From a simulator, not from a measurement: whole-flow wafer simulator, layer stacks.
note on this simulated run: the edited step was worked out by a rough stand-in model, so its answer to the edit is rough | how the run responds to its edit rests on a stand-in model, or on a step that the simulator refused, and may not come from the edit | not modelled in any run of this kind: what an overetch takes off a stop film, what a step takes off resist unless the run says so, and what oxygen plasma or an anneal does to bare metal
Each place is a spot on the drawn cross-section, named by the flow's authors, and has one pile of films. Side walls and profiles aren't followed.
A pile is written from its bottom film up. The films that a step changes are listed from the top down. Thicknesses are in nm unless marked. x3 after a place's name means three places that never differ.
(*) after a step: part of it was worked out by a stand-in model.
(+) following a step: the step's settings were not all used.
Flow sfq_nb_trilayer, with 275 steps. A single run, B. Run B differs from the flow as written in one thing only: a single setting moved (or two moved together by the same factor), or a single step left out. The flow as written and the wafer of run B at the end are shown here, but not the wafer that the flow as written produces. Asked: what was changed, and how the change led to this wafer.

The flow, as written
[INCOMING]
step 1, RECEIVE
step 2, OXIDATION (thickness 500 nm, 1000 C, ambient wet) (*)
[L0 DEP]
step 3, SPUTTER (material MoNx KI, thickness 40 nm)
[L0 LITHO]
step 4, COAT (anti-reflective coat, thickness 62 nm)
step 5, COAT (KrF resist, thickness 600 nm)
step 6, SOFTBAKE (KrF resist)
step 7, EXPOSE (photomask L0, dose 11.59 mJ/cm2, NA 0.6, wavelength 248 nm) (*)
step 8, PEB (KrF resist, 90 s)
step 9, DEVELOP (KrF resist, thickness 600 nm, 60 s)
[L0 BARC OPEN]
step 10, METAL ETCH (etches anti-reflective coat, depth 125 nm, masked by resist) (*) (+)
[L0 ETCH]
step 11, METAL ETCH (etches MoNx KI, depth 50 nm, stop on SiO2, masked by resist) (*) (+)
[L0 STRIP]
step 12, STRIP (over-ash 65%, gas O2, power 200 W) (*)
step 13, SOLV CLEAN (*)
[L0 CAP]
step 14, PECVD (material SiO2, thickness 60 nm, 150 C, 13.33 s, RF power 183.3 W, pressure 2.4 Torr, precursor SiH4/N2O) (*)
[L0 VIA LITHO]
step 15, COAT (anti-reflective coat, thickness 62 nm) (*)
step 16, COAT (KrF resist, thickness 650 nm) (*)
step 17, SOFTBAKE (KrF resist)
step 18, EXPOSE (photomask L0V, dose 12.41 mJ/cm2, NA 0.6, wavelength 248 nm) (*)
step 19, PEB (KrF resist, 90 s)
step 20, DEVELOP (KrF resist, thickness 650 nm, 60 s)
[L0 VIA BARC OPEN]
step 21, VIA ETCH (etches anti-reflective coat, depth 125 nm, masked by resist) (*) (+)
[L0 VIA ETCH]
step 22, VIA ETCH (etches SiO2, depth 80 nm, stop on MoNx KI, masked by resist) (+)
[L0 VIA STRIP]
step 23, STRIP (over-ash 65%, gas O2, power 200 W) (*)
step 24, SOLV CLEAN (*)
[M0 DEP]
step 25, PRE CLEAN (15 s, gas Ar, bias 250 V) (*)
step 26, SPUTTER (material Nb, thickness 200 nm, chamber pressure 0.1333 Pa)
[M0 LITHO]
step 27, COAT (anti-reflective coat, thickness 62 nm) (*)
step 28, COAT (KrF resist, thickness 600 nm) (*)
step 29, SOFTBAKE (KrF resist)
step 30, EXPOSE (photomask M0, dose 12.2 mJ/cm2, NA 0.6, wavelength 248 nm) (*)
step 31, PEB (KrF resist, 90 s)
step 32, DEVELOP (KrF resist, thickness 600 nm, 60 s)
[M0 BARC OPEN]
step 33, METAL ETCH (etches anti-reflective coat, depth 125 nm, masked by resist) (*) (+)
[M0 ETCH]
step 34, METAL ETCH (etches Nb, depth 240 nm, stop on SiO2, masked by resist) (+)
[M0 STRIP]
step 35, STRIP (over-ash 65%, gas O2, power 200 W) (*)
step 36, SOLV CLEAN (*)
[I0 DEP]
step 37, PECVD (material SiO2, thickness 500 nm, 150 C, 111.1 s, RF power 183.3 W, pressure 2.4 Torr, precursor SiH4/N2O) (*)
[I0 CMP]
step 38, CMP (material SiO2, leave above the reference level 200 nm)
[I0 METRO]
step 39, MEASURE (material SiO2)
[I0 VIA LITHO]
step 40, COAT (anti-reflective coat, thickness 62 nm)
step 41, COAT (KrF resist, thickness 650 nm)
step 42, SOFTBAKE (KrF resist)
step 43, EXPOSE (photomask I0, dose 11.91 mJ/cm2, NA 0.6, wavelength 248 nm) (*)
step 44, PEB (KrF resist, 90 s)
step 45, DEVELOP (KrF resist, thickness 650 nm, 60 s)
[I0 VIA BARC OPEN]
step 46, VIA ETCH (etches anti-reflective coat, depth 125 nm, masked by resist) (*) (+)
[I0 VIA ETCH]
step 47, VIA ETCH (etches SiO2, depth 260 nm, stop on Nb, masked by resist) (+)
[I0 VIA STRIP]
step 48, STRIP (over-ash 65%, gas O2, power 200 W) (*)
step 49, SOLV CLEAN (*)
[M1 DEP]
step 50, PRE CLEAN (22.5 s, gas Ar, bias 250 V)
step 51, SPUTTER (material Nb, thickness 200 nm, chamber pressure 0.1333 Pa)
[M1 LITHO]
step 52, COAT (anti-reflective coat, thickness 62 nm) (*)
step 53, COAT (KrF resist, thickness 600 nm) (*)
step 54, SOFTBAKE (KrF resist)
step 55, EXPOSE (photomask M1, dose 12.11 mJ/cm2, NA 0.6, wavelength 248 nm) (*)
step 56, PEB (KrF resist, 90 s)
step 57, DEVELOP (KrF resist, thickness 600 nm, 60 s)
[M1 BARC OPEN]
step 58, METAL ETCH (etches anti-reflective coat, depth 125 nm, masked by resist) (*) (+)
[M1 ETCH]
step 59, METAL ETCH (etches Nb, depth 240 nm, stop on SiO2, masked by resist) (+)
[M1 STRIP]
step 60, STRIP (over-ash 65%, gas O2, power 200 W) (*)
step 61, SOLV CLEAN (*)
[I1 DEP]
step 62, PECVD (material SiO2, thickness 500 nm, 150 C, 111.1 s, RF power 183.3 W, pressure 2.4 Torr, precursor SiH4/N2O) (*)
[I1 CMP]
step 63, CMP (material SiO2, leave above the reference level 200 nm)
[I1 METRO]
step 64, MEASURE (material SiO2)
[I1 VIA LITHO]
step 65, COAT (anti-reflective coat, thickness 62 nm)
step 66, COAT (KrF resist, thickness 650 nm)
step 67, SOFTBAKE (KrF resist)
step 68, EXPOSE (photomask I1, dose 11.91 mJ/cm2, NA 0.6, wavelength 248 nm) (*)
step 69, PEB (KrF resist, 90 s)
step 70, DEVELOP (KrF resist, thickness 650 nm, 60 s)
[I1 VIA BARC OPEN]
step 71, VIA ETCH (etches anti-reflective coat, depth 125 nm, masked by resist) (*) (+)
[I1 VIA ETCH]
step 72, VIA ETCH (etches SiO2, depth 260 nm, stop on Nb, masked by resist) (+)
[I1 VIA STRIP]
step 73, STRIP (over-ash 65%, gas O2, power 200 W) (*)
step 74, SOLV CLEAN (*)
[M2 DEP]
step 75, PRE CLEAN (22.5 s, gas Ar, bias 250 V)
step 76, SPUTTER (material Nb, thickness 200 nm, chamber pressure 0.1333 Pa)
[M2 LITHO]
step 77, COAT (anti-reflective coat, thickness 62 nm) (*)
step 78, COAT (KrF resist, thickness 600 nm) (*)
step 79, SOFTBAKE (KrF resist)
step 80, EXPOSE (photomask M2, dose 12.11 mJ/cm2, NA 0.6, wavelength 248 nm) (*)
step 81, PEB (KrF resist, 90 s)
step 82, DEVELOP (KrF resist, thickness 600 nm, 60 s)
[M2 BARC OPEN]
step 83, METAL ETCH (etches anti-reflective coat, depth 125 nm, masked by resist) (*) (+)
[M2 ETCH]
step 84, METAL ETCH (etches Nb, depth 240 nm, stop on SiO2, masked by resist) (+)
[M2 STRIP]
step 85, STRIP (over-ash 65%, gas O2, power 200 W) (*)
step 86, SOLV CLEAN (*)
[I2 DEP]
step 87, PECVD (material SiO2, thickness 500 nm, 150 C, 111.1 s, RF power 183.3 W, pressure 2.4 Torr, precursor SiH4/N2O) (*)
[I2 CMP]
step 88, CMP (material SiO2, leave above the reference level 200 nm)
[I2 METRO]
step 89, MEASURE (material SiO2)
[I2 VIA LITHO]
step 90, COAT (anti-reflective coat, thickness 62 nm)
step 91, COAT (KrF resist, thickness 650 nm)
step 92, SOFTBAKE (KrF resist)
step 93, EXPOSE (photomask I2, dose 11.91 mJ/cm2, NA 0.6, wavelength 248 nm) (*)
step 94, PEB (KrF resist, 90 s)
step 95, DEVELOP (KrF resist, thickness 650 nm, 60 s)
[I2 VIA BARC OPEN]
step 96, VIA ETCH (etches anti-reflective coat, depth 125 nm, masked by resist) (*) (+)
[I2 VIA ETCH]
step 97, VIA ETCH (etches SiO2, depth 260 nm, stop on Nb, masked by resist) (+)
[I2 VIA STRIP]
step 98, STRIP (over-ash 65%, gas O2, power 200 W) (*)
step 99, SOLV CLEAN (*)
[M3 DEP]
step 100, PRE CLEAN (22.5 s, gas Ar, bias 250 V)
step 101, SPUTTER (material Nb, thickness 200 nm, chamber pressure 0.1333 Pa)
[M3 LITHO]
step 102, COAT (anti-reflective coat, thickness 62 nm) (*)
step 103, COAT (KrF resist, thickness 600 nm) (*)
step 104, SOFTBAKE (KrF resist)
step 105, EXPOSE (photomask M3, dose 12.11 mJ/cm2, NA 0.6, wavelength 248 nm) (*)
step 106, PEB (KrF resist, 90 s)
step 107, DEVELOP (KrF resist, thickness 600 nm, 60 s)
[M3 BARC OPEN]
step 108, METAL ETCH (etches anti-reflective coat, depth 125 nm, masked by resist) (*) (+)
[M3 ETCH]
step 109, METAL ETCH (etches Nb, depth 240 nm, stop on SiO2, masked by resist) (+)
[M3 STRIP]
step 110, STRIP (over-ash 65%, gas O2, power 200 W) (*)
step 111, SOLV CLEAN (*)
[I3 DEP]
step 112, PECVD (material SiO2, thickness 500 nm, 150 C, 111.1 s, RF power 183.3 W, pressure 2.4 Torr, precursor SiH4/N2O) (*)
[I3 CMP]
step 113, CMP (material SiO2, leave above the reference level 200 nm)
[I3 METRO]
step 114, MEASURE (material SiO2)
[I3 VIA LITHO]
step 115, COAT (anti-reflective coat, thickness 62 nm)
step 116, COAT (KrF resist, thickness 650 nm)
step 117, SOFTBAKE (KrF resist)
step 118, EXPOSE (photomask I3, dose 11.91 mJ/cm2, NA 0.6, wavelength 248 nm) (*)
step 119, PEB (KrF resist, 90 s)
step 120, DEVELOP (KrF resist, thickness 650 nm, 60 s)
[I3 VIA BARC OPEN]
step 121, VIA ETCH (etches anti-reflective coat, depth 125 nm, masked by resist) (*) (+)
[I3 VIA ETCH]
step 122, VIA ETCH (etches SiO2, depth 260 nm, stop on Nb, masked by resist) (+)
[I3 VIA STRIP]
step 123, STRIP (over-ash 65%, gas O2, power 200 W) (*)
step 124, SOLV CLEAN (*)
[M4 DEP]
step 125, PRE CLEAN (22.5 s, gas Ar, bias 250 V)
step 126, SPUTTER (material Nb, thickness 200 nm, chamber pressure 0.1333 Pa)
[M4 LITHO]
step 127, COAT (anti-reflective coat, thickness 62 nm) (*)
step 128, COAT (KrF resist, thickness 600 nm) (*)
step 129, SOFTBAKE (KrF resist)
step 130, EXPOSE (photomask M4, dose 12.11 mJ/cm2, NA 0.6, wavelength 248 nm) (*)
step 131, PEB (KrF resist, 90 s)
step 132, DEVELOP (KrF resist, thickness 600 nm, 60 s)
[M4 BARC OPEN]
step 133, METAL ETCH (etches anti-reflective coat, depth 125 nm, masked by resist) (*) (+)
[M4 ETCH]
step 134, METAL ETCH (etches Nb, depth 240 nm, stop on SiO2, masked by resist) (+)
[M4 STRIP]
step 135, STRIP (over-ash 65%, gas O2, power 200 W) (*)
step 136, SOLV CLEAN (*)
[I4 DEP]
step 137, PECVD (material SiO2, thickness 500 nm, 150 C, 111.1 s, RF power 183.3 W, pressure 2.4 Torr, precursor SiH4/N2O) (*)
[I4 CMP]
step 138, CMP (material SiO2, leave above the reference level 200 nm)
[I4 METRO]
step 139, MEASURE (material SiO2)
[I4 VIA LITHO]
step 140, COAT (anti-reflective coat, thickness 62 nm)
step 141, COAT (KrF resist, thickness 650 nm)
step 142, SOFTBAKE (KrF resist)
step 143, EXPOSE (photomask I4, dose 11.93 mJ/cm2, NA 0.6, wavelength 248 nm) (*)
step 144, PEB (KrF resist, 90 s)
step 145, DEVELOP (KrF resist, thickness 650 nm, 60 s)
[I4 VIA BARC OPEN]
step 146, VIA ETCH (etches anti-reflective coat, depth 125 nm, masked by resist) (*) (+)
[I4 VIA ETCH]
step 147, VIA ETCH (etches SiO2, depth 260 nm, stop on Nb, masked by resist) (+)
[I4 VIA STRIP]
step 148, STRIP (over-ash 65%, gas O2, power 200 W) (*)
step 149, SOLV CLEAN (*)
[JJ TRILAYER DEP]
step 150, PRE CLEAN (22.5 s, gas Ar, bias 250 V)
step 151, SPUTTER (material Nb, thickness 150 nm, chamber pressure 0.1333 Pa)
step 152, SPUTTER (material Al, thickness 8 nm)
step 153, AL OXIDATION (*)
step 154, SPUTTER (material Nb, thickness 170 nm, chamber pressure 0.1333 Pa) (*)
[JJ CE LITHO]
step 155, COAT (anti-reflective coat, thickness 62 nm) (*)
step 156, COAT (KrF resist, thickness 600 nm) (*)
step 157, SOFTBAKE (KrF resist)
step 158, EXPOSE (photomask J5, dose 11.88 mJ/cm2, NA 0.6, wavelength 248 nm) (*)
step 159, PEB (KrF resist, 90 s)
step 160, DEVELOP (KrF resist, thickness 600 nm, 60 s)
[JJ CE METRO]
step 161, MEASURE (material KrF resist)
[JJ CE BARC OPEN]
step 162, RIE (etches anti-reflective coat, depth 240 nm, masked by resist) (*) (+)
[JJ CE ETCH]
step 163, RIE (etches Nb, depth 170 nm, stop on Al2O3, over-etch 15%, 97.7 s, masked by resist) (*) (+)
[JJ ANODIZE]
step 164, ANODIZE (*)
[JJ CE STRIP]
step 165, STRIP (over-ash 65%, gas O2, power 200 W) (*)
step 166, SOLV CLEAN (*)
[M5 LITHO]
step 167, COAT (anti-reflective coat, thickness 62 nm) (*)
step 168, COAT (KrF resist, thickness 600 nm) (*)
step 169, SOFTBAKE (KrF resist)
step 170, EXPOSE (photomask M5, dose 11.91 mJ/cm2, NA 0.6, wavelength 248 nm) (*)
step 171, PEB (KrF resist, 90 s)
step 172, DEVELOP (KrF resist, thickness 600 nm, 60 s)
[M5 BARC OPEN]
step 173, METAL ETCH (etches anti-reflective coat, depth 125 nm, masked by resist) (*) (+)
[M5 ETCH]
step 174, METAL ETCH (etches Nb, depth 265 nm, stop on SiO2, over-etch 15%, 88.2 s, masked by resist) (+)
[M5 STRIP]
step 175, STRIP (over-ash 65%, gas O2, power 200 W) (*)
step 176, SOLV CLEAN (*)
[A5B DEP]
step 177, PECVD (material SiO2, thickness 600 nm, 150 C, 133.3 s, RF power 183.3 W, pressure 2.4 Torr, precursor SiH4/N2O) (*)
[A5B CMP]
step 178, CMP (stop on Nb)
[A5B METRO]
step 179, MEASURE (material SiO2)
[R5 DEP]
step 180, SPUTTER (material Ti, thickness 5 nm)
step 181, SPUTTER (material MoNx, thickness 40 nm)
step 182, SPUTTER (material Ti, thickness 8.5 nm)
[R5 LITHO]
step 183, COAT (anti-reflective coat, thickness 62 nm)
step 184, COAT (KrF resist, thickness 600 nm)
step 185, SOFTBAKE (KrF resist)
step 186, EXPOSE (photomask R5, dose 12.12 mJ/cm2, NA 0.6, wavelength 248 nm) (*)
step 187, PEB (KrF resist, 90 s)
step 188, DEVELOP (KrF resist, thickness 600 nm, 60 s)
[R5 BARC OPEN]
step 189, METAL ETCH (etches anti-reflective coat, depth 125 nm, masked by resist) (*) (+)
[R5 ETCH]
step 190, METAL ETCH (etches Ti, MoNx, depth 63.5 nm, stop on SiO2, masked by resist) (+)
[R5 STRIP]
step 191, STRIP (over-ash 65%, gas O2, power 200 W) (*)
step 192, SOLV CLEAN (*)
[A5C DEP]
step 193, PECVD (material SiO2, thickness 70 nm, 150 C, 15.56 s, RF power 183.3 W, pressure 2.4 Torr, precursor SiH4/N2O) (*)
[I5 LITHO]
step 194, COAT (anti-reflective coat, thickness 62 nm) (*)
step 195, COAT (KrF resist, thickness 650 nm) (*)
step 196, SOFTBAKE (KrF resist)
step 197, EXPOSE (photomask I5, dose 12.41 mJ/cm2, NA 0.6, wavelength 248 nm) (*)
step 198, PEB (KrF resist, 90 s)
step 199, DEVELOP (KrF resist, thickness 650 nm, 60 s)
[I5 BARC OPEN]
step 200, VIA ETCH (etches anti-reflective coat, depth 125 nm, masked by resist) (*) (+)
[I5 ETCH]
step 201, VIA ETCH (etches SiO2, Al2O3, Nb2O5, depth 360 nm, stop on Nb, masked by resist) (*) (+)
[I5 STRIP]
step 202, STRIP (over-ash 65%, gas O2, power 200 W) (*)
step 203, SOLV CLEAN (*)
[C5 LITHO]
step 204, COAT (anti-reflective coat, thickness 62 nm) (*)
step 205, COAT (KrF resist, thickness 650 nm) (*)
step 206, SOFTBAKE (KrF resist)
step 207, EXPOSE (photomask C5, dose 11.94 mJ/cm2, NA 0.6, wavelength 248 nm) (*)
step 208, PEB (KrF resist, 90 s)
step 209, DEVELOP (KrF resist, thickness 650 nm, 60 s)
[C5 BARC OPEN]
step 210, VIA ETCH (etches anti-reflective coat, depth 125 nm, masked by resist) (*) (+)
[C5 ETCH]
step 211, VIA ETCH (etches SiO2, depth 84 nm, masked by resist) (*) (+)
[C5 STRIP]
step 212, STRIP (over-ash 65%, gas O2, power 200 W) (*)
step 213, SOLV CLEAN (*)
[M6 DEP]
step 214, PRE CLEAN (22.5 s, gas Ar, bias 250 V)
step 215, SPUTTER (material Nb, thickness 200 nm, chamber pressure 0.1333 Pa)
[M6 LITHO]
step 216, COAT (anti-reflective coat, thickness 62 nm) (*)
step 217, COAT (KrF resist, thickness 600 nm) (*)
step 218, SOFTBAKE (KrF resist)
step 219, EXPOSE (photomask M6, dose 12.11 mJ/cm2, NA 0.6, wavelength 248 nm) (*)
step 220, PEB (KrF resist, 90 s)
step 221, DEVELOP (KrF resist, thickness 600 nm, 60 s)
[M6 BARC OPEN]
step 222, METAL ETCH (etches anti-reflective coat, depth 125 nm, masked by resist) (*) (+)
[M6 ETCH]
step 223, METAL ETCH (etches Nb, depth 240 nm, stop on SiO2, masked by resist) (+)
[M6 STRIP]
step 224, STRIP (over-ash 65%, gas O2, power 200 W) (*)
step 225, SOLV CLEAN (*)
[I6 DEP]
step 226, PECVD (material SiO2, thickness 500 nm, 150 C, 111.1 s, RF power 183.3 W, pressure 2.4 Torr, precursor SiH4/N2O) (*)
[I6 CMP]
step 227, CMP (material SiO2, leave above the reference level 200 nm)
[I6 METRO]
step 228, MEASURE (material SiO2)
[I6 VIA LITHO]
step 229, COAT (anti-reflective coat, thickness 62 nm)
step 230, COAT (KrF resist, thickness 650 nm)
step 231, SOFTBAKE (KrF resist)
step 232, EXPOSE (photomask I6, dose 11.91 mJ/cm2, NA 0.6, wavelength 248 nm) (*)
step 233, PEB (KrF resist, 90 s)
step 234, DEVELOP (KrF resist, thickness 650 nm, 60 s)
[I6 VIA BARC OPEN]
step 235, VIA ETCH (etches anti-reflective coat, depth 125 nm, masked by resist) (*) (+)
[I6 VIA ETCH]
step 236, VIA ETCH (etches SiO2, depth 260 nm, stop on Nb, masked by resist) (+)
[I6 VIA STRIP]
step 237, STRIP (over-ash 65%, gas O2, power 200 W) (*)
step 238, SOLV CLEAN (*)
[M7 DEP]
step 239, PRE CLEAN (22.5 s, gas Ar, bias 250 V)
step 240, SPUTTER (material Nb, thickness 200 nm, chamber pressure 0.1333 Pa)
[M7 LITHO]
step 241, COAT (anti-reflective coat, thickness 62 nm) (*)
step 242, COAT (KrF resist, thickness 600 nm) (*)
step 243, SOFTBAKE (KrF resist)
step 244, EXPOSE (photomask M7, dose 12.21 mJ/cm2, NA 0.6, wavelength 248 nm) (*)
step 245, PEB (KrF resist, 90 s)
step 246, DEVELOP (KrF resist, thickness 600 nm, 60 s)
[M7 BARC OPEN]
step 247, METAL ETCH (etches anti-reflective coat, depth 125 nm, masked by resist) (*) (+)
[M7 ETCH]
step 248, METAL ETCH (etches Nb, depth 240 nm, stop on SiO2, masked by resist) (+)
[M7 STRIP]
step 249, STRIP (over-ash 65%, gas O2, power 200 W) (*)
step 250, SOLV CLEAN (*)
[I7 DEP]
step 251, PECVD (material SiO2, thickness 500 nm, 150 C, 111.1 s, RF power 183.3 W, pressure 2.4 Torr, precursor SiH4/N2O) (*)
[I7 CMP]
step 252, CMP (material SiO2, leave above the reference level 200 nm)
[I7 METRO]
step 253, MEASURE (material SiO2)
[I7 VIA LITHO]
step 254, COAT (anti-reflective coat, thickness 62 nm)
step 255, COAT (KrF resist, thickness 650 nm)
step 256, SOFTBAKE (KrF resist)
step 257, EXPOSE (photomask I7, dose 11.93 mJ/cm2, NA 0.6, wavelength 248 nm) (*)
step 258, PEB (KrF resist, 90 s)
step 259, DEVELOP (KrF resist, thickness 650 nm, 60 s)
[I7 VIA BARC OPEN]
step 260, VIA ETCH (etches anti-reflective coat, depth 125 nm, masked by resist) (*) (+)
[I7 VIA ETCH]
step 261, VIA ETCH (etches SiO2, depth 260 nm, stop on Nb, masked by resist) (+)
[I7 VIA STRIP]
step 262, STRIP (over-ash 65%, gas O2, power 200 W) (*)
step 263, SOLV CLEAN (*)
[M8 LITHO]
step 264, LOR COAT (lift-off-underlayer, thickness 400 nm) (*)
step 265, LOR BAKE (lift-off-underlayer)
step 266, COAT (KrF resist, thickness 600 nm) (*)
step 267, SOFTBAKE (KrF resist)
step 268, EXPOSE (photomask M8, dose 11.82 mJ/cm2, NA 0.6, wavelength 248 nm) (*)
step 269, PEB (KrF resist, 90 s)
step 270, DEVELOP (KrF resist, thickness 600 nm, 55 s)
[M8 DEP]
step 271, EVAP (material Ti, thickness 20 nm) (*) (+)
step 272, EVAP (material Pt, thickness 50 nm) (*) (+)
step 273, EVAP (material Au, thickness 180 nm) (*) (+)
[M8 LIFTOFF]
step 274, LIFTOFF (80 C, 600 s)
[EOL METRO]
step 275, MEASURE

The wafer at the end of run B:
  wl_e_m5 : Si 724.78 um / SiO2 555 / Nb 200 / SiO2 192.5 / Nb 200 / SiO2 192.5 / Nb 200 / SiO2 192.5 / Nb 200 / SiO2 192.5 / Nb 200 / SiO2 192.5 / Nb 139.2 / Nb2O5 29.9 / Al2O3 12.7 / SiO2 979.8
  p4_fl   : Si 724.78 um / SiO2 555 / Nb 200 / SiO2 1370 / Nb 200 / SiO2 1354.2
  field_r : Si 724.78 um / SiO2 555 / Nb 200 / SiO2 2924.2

The reason: step 193, PECVD: thickness 48.3 nm was run, whereas the flow has thickness 70 nm; step 193, PECVD: 10.73 s was run, where the flow has 15.56 s.

How this came from the change, step by step:
  step 193, PECVD (material SiO2, thickness 70 nm, 150 C, 15.56 s, RF power 183.3 W, pressure 2.4 Torr, precursor SiH4/N2O) (*)
      field_l, v_sur, via_wl and 92 more: SiO2 gains 48.3 (in the flow as written it would be: SiO2 gains 70)
      ce_l, c5j, ce_r and 8 more: SiO2 gains 48.3 (new film) (in the flow as written it would be: SiO2 gains 70 (new film))
  step 201, VIA ETCH (etches SiO2, Al2O3, Nb2O5, depth 360 nm, stop on Nb, masked by resist) (*) (+)
      be: SiO2 loses 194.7 (all of it), Al2O3 loses 12.7 (all of it), Nb2O5 loses 29.9 (all of it) (in the flow as written it would be: SiO2 loses 216.4 (all of it), Al2O3 loses 12.7 (all of it), Nb2O5 loses 29.9 (all of it))
  step 204, COAT (anti-reflective coat, thickness 62 nm) (*)
      be: anti-reflective coat gains 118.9 (new film) (in the flow as written it would be: anti-reflective coat gains 122.2 (new film))
  step 211, VIA ETCH (etches SiO2, depth 84 nm, masked by resist) (*) (+)
      field_l, v_sur, via_wl and 101 more: KrF resist loses 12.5 (in the flow as written it would be: KrF resist loses 14.5)
      c5j: SiO2 loses 48.2 (all of it), Nb loses 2 (in the flow as written it would be: SiO2 loses 69.9 (all of it), Nb loses 1.18)
      (also at 1 further place)
  step 212, STRIP (over-ash 65%, gas O2, power 200 W) (*)
      be: KrF resist loses 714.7 (all of it), anti-reflective coat loses 118.9 (all of it) (in the flow as written it would be: KrF resist loses 728.2 (all of it), anti-reflective coat loses 122.2 (all of it))
  step 215, SPUTTER (material Nb, thickness 200 nm, chamber pressure 0.1333 Pa)
      be: Nb gains 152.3 (in the flow as written it would be: Nb gains 147.3)
      c5j: Nb gains 194.5 (in the flow as written it would be: Nb gains 188.4)
      (also at 1 further place)
  step 216, COAT (anti-reflective coat, thickness 62 nm) (*)
      be: anti-reflective coat gains 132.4 (new film) (in the flow as written it would be: anti-reflective coat gains 136.7 (new film))
      ce_l: anti-reflective coat gains 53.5 (new film) (in the flow as written it would be: anti-reflective coat gains 48 (new film))
      (also at 5 further places)
  step 217, COAT (KrF resist, thickness 600 nm) (*)
      be: KrF resist gains 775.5 (new film) (in the flow as written it would be: KrF resist gains 793.9 (new film))
  step 224, STRIP (over-ash 65%, gas O2, power 200 W) (*)
      be: KrF resist loses 557.5 (all of it), anti-reflective coat loses 132.4 (all of it) (in the flow as written it would be: KrF resist loses 575.8 (all of it), anti-reflective coat loses 136.7 (all of it))
      ce_l: KrF resist loses 394.2 (all of it), anti-reflective coat loses 53.5 (all of it) (in the flow as written it would be: KrF resist loses 397.1 (all of it), anti-reflective coat loses 48 (all of it))
      (also at 5 further places)
  step 226, PECVD (material SiO2, thickness 500 nm, 150 C, 111.1 s, RF power 183.3 W, pressure 2.4 Torr, precursor SiH4/N2O) (*)
      be: SiO2 gains 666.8 (new film) (in the flow as written it would be: SiO2 gains 693.5 (new film))
      c5j: SiO2 gains 500 (new film) (in the flow as written it would be: SiO2 gains 514.7 (new film))
  step 227, CMP (material SiO2, leave above the reference level 200 nm)
      c5j: SiO2 loses 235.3 (in the flow as written it would be: SiO2 loses 223)
      res: SiO2 loses 305.3 (in the flow as written it would be: SiO2 loses 279.4)
